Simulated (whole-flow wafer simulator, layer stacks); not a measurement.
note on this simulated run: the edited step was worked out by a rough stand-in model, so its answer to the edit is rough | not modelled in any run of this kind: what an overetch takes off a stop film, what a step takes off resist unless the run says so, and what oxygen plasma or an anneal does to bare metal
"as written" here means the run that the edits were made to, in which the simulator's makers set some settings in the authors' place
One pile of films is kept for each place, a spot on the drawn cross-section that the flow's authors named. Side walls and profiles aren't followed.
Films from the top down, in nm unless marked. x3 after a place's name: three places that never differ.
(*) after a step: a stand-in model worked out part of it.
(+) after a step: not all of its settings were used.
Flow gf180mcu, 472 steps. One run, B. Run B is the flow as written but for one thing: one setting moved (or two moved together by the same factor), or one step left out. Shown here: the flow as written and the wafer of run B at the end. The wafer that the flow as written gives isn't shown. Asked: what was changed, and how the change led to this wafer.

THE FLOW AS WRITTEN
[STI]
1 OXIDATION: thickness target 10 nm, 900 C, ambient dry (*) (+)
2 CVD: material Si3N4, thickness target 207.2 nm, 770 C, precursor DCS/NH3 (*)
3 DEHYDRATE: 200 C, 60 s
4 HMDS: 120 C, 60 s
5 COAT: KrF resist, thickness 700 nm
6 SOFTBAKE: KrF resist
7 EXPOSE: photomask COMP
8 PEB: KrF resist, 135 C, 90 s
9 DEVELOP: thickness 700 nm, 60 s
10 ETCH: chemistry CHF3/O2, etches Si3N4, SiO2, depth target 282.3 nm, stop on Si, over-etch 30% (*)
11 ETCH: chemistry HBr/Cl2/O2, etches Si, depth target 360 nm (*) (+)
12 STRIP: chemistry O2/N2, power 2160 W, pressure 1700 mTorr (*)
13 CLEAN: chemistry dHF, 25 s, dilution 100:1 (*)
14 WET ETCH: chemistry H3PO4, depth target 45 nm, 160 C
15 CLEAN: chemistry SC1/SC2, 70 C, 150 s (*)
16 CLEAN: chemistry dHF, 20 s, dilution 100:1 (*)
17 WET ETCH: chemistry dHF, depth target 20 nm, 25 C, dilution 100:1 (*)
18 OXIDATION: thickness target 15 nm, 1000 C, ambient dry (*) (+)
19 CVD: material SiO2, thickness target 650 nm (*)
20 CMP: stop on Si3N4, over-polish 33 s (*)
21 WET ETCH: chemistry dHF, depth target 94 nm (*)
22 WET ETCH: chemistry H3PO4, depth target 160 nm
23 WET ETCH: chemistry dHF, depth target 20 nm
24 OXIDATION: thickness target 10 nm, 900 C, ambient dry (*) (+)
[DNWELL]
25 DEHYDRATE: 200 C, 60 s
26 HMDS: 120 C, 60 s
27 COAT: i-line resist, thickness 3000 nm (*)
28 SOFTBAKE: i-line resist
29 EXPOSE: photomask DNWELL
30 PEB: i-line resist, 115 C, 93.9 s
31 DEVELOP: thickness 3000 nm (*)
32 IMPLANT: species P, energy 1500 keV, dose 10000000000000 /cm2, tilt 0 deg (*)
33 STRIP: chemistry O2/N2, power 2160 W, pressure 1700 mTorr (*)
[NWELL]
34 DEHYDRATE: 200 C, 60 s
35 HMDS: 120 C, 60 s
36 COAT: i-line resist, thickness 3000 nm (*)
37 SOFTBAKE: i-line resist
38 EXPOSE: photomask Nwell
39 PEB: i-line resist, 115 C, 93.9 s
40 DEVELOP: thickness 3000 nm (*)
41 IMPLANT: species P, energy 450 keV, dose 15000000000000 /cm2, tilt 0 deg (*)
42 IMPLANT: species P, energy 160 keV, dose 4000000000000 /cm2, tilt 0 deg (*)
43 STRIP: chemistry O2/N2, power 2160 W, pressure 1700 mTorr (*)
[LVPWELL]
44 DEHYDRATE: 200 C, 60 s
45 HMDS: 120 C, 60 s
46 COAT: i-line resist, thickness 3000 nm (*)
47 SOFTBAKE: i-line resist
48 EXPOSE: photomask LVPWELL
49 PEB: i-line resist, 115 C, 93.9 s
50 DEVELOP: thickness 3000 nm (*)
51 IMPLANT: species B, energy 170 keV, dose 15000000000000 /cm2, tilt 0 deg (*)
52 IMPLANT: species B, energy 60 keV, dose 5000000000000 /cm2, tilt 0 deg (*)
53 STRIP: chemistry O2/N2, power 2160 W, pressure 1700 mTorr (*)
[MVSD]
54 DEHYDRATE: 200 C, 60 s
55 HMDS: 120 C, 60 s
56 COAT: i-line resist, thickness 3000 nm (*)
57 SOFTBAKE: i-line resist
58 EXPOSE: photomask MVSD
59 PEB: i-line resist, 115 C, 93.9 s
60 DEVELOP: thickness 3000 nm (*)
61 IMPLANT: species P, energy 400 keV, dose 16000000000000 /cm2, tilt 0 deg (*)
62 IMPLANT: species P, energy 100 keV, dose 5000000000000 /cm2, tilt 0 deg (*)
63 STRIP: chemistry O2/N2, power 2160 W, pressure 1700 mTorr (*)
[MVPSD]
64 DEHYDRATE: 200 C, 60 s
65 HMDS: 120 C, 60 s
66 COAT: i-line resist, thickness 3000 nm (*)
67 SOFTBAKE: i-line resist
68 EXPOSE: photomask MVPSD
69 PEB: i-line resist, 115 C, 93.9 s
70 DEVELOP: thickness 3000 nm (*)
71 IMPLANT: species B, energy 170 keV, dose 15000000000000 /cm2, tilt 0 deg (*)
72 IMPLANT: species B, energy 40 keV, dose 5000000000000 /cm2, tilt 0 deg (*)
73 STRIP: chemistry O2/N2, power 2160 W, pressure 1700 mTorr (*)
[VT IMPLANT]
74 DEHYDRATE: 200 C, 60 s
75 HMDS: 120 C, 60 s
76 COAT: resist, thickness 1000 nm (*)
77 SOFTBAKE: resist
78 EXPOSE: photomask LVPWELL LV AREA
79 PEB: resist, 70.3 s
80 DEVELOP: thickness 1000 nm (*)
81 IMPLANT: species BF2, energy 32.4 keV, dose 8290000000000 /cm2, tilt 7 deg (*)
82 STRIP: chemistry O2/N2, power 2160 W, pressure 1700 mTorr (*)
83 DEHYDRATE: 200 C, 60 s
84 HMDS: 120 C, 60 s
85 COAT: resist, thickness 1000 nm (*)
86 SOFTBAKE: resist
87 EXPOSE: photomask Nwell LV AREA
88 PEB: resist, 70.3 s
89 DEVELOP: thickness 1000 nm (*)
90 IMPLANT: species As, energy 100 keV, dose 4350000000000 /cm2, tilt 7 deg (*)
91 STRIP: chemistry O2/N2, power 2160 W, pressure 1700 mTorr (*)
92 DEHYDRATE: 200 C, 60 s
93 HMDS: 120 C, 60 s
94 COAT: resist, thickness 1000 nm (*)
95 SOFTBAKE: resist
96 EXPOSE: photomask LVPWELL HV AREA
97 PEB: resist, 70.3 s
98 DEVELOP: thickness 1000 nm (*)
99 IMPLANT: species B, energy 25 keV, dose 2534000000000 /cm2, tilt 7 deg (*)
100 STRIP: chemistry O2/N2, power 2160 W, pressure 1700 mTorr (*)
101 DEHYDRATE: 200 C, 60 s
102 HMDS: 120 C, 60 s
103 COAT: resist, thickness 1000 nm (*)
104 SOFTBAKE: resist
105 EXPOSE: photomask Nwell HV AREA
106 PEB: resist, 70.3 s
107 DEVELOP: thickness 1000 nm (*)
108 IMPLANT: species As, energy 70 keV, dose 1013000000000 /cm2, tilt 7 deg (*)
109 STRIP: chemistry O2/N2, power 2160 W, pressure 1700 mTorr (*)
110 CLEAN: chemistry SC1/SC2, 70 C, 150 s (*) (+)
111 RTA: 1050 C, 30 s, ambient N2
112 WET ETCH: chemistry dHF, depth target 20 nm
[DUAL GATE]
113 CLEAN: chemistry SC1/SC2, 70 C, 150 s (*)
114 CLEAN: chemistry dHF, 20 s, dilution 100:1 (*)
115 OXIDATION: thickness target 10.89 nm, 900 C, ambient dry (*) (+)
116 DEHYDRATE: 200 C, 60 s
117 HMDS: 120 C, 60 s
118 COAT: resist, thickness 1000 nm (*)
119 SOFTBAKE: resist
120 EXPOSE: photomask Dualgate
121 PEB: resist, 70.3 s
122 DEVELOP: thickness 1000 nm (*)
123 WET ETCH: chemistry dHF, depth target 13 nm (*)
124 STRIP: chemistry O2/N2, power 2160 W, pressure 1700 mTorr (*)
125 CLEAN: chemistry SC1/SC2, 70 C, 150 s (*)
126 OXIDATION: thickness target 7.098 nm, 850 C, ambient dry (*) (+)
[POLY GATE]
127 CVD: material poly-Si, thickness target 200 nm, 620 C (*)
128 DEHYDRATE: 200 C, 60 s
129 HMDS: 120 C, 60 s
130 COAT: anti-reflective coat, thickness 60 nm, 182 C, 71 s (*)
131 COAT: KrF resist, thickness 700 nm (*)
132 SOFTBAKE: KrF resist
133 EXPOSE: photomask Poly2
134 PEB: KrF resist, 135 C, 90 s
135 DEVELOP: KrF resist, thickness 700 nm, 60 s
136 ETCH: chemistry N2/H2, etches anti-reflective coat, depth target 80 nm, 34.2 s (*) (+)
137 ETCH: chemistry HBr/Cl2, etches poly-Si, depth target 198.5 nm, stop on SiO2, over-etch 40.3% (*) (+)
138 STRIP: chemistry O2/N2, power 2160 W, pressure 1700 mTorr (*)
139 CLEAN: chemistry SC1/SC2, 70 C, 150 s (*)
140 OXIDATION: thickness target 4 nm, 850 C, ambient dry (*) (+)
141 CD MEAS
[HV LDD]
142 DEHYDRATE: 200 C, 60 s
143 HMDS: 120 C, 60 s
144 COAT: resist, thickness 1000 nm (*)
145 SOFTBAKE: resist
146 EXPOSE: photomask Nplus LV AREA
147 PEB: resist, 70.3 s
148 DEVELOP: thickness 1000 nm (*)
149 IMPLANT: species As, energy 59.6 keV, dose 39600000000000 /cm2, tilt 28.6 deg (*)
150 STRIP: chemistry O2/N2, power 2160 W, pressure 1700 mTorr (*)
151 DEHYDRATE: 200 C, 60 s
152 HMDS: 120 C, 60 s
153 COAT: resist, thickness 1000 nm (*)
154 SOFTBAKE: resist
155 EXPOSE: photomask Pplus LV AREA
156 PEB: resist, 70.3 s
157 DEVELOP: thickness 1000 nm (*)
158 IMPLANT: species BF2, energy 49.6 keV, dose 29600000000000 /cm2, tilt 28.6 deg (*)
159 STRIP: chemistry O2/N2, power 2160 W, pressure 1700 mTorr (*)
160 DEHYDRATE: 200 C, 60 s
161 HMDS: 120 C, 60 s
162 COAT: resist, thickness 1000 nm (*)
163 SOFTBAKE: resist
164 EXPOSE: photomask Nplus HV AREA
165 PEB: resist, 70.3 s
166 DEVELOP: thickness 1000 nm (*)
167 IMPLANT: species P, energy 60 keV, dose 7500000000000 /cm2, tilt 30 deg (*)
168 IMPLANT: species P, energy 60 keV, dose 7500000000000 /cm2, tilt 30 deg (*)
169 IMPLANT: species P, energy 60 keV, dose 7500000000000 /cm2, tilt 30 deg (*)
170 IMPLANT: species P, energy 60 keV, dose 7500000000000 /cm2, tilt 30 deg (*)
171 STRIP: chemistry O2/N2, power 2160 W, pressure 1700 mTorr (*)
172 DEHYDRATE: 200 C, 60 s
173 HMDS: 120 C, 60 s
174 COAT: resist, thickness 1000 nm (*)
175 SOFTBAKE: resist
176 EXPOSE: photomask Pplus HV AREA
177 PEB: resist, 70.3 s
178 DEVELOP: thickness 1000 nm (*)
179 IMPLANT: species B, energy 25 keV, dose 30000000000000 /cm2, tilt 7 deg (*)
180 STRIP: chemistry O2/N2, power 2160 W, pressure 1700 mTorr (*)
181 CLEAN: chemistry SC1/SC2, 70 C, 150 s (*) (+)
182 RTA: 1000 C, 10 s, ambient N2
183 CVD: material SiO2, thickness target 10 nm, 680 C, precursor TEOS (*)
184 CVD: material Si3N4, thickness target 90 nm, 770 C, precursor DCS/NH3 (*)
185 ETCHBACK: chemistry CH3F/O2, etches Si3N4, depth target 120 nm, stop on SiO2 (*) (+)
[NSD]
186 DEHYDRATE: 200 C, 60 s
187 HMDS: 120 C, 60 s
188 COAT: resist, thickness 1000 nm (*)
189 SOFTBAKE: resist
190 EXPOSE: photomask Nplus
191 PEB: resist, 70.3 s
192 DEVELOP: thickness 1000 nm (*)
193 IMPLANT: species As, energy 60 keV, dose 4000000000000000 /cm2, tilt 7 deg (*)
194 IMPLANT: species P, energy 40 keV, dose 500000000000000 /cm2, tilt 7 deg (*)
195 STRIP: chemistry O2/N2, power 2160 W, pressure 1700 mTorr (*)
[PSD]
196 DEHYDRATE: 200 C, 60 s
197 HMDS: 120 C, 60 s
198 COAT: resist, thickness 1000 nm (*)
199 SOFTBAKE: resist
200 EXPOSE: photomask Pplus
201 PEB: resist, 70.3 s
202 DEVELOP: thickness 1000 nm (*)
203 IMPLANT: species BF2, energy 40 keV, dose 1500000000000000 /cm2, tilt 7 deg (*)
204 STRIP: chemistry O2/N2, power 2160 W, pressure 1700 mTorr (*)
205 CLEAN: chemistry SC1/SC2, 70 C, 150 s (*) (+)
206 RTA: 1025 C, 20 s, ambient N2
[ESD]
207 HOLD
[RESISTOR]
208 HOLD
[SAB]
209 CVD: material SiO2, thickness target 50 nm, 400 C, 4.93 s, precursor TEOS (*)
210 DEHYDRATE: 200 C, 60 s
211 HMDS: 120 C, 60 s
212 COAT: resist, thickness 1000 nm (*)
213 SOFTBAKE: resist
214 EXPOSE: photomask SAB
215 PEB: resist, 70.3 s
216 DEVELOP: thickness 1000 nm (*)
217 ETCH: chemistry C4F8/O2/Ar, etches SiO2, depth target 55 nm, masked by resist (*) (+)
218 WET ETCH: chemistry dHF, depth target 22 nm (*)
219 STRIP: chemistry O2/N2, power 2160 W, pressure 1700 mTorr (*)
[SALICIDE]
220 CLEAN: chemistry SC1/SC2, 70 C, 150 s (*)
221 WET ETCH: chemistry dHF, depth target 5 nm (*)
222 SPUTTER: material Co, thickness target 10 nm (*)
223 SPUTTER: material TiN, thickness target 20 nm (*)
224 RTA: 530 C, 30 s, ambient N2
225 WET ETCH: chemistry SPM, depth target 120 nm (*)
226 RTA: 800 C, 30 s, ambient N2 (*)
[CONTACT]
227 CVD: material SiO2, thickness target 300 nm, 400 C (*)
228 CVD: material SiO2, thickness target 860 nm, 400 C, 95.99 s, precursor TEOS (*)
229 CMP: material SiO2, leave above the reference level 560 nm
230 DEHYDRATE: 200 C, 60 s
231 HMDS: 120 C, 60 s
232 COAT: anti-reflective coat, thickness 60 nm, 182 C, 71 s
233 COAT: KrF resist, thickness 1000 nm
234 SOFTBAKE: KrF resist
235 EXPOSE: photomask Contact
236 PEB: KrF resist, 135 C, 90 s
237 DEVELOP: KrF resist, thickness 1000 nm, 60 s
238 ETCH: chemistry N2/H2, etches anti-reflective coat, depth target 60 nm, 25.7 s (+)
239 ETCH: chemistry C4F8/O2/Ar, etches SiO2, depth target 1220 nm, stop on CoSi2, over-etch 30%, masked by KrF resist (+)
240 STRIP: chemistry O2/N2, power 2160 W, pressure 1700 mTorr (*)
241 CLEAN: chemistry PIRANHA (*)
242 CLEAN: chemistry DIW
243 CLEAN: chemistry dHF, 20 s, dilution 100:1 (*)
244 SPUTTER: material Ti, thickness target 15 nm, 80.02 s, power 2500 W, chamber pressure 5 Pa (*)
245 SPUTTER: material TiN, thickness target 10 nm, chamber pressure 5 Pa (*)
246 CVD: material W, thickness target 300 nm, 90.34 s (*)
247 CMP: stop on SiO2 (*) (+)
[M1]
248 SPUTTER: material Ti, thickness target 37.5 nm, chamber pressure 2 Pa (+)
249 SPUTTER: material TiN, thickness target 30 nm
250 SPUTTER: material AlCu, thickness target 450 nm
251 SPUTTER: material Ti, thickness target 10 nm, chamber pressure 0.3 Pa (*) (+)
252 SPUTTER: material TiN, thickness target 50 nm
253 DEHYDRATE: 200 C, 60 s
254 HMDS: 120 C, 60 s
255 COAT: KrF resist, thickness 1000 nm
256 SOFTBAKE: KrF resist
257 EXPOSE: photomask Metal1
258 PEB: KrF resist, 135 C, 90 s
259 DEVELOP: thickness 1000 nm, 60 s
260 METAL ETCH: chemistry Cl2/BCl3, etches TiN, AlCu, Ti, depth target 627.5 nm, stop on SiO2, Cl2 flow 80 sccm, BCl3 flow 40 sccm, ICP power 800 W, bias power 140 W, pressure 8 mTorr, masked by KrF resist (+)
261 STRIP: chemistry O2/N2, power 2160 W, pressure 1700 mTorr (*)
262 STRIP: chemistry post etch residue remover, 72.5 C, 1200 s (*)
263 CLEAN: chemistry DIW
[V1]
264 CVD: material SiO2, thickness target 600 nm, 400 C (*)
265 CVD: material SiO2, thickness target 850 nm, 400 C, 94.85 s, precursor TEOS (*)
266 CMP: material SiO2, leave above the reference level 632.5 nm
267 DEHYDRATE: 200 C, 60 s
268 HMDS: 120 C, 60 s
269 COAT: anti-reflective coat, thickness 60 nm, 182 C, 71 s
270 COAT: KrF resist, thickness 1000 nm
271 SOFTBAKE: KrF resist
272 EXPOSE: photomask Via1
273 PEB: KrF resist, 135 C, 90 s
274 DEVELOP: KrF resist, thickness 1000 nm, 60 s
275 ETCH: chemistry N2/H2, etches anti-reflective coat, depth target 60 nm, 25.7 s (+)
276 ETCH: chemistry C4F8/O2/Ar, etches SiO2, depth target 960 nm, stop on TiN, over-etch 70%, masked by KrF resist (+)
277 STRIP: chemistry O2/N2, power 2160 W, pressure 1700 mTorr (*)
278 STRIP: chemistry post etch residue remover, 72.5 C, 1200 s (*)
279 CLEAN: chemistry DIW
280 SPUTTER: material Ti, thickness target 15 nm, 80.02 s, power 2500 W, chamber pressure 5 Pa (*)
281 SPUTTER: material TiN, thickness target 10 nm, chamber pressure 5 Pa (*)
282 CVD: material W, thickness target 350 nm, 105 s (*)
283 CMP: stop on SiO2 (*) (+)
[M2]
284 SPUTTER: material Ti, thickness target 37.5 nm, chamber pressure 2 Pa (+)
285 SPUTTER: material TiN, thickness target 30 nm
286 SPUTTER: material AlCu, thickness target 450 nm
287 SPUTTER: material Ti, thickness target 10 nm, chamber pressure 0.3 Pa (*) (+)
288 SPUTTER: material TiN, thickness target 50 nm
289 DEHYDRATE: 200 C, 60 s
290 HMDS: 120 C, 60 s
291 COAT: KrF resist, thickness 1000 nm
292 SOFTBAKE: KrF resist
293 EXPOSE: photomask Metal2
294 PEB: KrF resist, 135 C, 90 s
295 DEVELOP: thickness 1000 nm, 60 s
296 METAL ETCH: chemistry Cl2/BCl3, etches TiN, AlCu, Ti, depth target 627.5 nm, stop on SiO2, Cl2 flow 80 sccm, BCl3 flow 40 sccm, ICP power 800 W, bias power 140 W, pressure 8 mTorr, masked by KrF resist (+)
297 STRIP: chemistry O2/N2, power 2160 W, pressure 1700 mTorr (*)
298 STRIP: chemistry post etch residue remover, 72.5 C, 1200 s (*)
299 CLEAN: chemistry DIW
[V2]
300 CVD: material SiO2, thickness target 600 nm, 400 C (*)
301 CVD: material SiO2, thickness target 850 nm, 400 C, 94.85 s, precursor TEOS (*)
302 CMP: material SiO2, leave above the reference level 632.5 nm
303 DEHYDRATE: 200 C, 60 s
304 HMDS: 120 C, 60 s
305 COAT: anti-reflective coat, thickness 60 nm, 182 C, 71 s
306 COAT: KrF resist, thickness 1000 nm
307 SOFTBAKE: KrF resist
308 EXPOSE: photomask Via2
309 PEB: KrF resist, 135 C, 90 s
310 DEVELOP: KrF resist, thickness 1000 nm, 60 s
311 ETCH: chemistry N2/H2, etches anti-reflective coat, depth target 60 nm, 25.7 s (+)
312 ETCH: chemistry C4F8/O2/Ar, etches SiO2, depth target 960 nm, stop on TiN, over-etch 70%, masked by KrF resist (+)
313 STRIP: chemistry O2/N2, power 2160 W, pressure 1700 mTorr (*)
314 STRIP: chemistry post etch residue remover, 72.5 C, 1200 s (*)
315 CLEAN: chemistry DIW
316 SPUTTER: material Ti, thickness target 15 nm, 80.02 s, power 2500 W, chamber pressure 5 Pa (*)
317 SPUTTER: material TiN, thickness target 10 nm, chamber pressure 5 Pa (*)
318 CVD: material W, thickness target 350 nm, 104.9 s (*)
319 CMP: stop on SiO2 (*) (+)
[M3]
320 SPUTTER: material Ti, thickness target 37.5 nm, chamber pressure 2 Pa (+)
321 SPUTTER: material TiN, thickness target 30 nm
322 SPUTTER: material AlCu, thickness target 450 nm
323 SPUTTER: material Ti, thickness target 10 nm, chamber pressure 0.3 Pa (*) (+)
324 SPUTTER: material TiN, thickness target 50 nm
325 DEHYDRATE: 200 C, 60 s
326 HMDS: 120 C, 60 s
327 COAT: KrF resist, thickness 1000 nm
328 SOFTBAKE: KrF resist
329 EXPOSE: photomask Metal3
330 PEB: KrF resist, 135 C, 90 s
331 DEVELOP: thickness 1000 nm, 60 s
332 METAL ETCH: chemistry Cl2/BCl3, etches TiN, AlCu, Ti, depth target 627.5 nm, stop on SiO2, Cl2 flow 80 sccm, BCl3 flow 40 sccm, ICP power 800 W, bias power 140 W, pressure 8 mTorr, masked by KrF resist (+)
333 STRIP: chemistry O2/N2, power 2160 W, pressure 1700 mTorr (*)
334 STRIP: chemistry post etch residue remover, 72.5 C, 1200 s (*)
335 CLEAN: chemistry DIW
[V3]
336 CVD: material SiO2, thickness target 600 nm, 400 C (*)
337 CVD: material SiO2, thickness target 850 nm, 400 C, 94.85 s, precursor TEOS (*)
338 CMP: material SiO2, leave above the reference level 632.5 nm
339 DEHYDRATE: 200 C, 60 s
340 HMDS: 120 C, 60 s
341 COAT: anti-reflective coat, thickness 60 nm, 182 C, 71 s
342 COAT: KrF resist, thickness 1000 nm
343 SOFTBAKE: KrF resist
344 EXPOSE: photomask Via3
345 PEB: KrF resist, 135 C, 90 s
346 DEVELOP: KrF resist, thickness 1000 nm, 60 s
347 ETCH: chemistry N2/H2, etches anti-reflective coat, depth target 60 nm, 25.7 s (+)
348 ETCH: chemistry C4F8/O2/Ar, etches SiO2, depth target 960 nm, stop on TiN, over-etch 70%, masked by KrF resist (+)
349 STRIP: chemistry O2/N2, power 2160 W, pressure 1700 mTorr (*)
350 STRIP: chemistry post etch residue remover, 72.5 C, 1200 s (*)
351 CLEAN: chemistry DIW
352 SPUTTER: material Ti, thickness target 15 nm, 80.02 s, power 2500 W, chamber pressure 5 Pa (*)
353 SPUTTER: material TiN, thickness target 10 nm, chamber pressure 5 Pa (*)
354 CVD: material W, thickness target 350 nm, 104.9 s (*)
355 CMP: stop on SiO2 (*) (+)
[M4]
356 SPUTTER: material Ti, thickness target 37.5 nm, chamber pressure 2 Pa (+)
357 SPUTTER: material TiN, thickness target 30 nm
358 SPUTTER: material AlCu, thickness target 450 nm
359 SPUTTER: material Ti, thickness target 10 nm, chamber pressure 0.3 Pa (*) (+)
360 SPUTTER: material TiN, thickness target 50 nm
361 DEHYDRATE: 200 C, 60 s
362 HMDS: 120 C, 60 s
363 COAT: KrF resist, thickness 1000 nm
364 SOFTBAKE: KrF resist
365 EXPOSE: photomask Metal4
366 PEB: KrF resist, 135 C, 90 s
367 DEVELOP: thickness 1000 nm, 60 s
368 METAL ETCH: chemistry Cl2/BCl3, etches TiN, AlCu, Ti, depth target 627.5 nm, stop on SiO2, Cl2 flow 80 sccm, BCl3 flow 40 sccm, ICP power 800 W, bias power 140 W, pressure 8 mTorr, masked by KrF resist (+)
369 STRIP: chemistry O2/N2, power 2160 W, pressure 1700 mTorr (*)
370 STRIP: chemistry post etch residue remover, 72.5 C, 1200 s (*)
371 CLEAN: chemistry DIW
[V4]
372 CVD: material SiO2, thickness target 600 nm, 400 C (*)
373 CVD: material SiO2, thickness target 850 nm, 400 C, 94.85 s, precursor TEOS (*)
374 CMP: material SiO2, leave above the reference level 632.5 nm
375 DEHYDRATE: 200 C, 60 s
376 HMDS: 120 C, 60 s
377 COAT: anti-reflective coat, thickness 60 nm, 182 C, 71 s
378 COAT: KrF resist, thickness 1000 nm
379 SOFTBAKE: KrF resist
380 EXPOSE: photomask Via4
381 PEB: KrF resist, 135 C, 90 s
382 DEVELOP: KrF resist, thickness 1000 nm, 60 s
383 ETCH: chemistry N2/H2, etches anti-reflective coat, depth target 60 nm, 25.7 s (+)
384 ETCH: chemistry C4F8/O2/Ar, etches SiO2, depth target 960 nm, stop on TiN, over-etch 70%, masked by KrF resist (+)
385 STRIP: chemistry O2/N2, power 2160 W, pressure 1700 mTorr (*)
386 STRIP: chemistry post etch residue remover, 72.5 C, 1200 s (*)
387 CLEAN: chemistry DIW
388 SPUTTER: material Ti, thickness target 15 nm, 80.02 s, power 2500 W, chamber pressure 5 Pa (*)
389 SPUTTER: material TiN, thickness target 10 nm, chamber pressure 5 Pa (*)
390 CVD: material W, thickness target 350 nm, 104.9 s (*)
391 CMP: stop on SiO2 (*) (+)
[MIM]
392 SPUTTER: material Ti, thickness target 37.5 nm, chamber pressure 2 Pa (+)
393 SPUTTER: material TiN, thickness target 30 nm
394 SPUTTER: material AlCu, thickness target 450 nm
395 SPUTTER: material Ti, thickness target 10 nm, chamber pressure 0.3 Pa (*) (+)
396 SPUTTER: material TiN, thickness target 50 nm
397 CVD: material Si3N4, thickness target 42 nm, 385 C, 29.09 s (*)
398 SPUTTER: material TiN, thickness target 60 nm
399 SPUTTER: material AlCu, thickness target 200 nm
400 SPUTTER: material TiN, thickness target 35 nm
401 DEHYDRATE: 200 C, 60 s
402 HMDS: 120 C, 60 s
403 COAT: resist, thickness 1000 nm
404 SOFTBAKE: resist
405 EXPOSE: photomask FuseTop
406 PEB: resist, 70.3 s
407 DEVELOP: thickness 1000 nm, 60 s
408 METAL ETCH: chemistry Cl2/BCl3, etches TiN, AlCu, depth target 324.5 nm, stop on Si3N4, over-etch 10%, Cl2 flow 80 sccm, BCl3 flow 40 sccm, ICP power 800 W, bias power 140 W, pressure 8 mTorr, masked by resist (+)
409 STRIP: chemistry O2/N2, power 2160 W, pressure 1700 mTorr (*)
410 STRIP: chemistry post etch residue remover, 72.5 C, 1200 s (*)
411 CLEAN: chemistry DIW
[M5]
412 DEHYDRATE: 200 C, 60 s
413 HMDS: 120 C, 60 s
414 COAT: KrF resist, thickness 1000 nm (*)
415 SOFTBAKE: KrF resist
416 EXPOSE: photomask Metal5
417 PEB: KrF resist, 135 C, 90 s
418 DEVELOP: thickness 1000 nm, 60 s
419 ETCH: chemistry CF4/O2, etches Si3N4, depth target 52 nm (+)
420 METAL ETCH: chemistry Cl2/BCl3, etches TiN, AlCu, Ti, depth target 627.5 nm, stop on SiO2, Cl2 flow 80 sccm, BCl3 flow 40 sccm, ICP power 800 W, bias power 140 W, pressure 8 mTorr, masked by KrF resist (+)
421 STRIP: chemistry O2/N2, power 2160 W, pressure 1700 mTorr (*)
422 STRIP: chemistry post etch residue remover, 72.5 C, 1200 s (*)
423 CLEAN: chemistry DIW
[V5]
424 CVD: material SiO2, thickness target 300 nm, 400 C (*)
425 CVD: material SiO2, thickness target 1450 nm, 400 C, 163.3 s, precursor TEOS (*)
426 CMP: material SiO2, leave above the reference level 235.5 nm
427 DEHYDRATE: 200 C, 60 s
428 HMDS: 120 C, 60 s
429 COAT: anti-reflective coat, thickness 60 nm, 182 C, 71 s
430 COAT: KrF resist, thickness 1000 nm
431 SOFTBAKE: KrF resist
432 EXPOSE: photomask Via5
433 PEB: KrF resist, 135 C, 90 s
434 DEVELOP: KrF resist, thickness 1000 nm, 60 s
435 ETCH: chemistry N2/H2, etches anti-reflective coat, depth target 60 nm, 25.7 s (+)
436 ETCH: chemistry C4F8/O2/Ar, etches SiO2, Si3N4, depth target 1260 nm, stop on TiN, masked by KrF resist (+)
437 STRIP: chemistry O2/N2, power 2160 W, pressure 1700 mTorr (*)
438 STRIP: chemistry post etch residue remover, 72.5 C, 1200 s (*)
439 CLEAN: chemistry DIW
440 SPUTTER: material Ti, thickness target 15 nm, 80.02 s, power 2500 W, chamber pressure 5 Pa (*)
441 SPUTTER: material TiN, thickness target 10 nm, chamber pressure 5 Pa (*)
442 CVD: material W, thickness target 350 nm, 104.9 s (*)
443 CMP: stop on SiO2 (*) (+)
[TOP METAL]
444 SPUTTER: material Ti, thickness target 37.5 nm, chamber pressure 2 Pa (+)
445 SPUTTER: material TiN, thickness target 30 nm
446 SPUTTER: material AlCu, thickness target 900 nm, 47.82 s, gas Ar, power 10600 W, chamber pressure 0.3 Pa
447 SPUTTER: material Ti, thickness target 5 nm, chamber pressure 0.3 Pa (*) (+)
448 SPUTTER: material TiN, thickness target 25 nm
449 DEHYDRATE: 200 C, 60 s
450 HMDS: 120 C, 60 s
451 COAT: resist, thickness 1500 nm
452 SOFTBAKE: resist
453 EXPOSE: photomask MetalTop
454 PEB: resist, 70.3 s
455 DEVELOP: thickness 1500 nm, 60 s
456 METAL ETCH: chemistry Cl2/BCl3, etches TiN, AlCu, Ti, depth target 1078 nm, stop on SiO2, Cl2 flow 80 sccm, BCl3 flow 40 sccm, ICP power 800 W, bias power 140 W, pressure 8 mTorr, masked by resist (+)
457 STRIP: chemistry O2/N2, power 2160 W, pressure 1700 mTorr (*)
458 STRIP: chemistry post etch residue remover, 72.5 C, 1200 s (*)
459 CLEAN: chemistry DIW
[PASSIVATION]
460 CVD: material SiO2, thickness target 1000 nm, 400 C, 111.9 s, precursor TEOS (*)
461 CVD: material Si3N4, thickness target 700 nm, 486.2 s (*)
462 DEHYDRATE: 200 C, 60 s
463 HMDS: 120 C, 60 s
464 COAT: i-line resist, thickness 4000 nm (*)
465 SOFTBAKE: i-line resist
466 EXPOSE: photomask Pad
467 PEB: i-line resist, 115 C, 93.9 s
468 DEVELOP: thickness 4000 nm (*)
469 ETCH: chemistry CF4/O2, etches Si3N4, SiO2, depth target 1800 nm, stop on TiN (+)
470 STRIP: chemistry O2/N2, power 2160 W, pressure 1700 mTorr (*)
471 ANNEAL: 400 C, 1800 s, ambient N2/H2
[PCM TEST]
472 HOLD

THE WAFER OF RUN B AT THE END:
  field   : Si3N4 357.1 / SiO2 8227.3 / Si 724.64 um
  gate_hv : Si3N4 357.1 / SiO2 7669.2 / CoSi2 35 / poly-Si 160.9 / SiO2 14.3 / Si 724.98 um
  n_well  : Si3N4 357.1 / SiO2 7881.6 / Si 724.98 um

The cause: step 461, CVD: thickness target 357 nm was run, where the flow has thickness target 700 nm; step 461, CVD: 248 s was run, where the flow has 486.2 s.

How the change led to this, step by step:
  461 CVD: material Si3N4, thickness target 700 nm, 486.2 s (*)
      field, field__w1, field__w2 and 109 more: Si3N4 +357.1 (new film) (as written it would be: Si3N4 +700 (new film))
  465 SOFTBAKE: i-line resist
      field__w11, field__w13: i-line resist +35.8 (as written it would be: i-line resist +37.6)
      ld_acc_p, ld_fp_p: i-line resist +31.9 (as written it would be: i-line resist +33.8)
      (and at 55 more places)
  469 ETCH: chemistry CF4/O2, etches Si3N4, SiO2, depth target 1800 nm, stop on TiN (+)
      pad: Si3N4 -357.1 (all of it), SiO2 -1000 (all of it) (as written it would be: Si3N4 -700 (all of it), SiO2 -1000 (all of it))
